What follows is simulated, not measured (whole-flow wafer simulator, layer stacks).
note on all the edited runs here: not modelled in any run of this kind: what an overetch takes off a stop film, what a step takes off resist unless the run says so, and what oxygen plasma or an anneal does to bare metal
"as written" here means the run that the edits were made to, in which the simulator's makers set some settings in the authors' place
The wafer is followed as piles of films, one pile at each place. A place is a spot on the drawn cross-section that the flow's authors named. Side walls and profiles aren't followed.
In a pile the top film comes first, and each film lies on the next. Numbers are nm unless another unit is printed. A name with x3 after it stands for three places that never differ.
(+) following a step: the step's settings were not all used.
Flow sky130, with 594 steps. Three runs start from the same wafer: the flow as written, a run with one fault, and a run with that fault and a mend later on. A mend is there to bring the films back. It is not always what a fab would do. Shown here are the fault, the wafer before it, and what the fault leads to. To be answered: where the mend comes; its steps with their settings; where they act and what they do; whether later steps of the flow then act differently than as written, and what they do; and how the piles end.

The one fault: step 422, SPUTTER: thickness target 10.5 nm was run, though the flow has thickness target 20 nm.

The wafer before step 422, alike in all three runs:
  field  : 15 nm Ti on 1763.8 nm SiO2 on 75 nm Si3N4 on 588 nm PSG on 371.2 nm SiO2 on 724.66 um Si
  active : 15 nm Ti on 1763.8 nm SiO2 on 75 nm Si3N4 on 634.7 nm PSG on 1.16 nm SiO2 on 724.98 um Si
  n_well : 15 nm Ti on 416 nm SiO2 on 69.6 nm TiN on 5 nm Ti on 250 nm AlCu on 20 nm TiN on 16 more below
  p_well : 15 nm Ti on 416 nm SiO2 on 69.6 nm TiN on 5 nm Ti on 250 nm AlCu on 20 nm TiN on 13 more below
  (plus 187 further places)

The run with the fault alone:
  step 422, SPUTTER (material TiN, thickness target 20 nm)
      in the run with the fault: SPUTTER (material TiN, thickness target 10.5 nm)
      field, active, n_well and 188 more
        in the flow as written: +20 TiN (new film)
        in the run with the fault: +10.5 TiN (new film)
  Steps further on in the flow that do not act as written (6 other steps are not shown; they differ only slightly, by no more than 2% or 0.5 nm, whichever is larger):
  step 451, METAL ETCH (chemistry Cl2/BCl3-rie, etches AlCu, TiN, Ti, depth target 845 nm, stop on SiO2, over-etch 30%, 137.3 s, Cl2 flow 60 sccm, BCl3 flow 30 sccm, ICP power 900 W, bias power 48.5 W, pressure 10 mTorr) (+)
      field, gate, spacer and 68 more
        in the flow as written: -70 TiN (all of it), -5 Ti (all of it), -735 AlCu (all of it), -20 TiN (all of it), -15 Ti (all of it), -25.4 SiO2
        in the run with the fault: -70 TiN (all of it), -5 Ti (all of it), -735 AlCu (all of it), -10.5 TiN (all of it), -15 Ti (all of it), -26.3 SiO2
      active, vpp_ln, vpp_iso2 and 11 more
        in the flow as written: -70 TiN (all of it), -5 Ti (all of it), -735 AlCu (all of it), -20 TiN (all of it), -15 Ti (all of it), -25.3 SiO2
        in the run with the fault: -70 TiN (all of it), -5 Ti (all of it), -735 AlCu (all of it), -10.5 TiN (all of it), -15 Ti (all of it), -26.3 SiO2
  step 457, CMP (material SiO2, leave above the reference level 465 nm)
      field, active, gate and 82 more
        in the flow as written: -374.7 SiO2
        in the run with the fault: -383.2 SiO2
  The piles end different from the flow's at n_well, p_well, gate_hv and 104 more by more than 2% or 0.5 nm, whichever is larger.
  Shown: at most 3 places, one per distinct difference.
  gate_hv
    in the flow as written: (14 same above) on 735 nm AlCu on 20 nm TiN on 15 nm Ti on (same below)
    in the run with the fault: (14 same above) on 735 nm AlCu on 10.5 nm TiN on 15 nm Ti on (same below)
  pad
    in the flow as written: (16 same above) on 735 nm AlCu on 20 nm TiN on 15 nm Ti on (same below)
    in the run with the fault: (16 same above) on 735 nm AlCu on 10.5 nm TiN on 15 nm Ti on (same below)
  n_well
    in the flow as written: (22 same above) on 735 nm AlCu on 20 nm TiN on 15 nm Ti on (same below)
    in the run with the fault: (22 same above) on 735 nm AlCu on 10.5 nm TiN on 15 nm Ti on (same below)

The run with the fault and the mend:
  After step 422 comes the mend.
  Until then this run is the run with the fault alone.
  step 422a, SPUTTER (material TiN, thickness target 9.5 nm) (the flow's step 422 again, with other settings)
      field, active, n_well and 188 more
        +9.5 TiN
  None of the later steps of the flow acts differently than as written at any place that is followed.
  The piles end the same as the flow's at every place that both follow.
